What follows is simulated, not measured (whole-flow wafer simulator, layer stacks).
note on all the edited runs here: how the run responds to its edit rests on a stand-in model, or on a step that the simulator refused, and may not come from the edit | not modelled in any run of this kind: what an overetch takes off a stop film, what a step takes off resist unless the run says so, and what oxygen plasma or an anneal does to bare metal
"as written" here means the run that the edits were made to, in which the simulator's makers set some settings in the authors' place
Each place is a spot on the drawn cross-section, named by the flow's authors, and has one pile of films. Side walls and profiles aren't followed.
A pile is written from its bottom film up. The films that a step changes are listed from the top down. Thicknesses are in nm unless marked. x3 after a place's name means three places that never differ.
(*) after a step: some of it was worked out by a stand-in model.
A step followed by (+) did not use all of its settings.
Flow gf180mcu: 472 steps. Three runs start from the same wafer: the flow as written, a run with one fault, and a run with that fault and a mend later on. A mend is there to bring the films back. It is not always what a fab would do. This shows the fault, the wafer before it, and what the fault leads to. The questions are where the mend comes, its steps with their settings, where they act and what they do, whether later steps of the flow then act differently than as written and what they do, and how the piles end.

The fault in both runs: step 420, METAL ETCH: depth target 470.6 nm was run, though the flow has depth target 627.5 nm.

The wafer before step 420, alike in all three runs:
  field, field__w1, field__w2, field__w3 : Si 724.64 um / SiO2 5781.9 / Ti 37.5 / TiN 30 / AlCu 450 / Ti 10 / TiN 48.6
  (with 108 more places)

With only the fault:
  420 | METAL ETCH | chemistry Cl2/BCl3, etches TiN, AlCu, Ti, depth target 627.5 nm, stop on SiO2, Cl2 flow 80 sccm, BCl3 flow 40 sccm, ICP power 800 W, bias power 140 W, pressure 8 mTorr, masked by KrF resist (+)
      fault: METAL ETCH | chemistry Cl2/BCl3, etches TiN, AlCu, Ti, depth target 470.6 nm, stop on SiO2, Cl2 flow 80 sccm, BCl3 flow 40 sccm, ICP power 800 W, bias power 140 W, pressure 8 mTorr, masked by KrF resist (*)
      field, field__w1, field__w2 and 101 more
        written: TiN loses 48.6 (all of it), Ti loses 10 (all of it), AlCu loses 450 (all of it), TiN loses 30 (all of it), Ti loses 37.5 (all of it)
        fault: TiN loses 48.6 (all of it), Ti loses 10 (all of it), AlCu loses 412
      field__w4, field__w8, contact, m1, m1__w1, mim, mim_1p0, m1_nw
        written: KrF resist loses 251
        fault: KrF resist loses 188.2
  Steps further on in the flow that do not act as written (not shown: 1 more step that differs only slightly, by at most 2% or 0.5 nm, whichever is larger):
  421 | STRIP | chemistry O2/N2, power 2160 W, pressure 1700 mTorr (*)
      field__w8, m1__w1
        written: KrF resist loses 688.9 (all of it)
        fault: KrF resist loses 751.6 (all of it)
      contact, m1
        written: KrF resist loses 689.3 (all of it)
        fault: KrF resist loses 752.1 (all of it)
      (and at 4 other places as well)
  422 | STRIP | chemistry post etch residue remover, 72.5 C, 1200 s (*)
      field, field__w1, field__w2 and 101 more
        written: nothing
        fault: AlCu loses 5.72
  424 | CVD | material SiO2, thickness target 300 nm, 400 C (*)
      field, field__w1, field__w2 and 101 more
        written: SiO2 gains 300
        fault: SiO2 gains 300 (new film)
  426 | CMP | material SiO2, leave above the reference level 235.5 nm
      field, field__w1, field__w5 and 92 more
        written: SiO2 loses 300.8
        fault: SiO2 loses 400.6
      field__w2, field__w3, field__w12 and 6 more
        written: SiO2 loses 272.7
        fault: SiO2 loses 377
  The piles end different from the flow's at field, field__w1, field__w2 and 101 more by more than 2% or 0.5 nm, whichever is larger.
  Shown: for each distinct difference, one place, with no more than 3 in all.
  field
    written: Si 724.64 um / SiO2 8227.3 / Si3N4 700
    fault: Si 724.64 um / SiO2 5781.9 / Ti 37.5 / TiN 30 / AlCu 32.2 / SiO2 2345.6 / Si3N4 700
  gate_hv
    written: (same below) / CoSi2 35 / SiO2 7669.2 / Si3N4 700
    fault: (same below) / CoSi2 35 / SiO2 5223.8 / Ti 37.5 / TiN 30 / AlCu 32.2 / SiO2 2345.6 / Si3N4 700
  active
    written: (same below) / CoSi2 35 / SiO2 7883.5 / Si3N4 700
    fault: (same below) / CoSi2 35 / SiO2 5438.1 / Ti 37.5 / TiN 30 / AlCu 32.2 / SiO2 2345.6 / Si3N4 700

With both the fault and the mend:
  After step 420 comes the mend.
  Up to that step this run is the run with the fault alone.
  420a | METAL ETCH | chemistry Cl2/BCl3, etches TiN, AlCu, Ti, depth target 156.9 nm, stop on SiO2, Cl2 flow 80 sccm, BCl3 flow 40 sccm, ICP power 800 W, bias power 140 W, pressure 8 mTorr, masked by KrF resist (+) (the flow's step 420, run once more with other settings)
      field, field__w1, field__w2 and 101 more
        AlCu loses 38 (all of it), TiN loses 30 (all of it), Ti loses 37.5 (all of it)
      field__w4, field__w8, contact, m1, m1__w1, mim, mim_1p0, m1_nw
        KrF resist loses 62.8
  None of the later steps of the flow acts differently than as written at any place that is followed.
  By the end, the piles equal the flow's at every place that both follow.
